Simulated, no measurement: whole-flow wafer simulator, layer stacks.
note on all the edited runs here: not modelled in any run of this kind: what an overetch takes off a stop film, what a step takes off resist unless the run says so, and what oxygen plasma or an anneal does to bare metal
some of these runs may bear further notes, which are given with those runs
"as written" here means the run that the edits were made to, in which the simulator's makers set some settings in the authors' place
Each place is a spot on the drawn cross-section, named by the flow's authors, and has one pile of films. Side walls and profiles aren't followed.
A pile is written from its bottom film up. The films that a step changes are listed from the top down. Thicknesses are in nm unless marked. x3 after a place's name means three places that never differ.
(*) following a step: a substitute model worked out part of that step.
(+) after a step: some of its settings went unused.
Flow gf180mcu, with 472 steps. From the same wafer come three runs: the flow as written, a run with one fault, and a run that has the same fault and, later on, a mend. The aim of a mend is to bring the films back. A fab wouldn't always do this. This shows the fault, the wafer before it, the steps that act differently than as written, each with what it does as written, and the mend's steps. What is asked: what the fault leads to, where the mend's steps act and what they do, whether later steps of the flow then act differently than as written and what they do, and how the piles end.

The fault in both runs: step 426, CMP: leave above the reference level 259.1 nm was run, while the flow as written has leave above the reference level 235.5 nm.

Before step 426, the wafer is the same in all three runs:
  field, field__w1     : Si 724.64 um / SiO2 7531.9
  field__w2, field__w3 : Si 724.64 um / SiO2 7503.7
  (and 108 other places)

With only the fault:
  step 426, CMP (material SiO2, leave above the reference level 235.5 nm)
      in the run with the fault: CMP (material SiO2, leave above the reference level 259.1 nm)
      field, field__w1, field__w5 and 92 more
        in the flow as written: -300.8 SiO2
        in the run with the fault: -277.2 SiO2
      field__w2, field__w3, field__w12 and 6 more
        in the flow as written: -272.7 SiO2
        in the run with the fault: -249.1 SiO2
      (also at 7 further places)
  Steps later in the flow that act otherwise than as written (3 other steps are not shown; they differ only slightly, by no more than 2% or 0.5 nm, whichever is larger):
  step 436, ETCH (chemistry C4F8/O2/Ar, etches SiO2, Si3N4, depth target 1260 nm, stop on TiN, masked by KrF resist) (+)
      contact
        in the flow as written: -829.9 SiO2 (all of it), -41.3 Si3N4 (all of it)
        in the run with the fault: -853.5 SiO2 (all of it), -41.3 Si3N4 (all of it)
  The piles end different from the flow's at field__w8, contact, m1, m1__w1, m1_nw by more than 2% or 0.5 nm, whichever is larger.
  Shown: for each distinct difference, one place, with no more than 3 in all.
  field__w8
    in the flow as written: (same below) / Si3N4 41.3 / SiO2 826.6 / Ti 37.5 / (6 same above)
    in the run with the fault: (same below) / Si3N4 41.3 / SiO2 850.2 / Ti 37.5 / (6 same above)
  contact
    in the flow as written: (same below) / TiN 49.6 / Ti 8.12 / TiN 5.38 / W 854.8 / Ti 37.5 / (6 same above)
    in the run with the fault: (same below) / TiN 49.6 / Ti 8.01 / TiN 5.31 / W 878.6 / Ti 37.5 / (6 same above)

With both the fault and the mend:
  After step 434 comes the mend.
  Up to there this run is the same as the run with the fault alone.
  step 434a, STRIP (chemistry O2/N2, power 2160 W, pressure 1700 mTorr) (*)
      field, field__w1, field__w2 and 108 more
        -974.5 KrF resist (all of it), -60 anti-reflective coat (all of it)
      contact
        -60 anti-reflective coat (all of it)
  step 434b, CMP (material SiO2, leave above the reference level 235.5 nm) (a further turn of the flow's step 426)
      field, field__w1, field__w2 and 109 more
        -23.6 SiO2
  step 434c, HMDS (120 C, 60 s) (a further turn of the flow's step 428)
      alters no film at any place that is followed
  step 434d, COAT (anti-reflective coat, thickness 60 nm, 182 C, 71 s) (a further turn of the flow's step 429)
      field, field__w1, field__w2 and 109 more
        +60 anti-reflective coat (new film)
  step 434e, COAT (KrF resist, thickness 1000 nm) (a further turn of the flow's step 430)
      field, field__w1, field__w2 and 109 more
        +1000 KrF resist (new film)
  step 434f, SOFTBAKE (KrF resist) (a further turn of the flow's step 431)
      alters no film at any place that is followed
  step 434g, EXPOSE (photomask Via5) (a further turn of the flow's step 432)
      alters no film at any place that is followed
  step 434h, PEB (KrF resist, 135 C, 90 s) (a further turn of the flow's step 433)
      field, field__w1, field__w2 and 109 more
        -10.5 KrF resist
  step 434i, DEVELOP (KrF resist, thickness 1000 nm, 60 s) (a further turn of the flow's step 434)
      field, field__w1, field__w2 and 108 more
        -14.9 KrF resist
      contact
        -989.5 KrF resist (all of it)
  Every later step of the flow that is run acts as written at every place that is followed.
  The piles end the same as the flow's at every place that both follow.
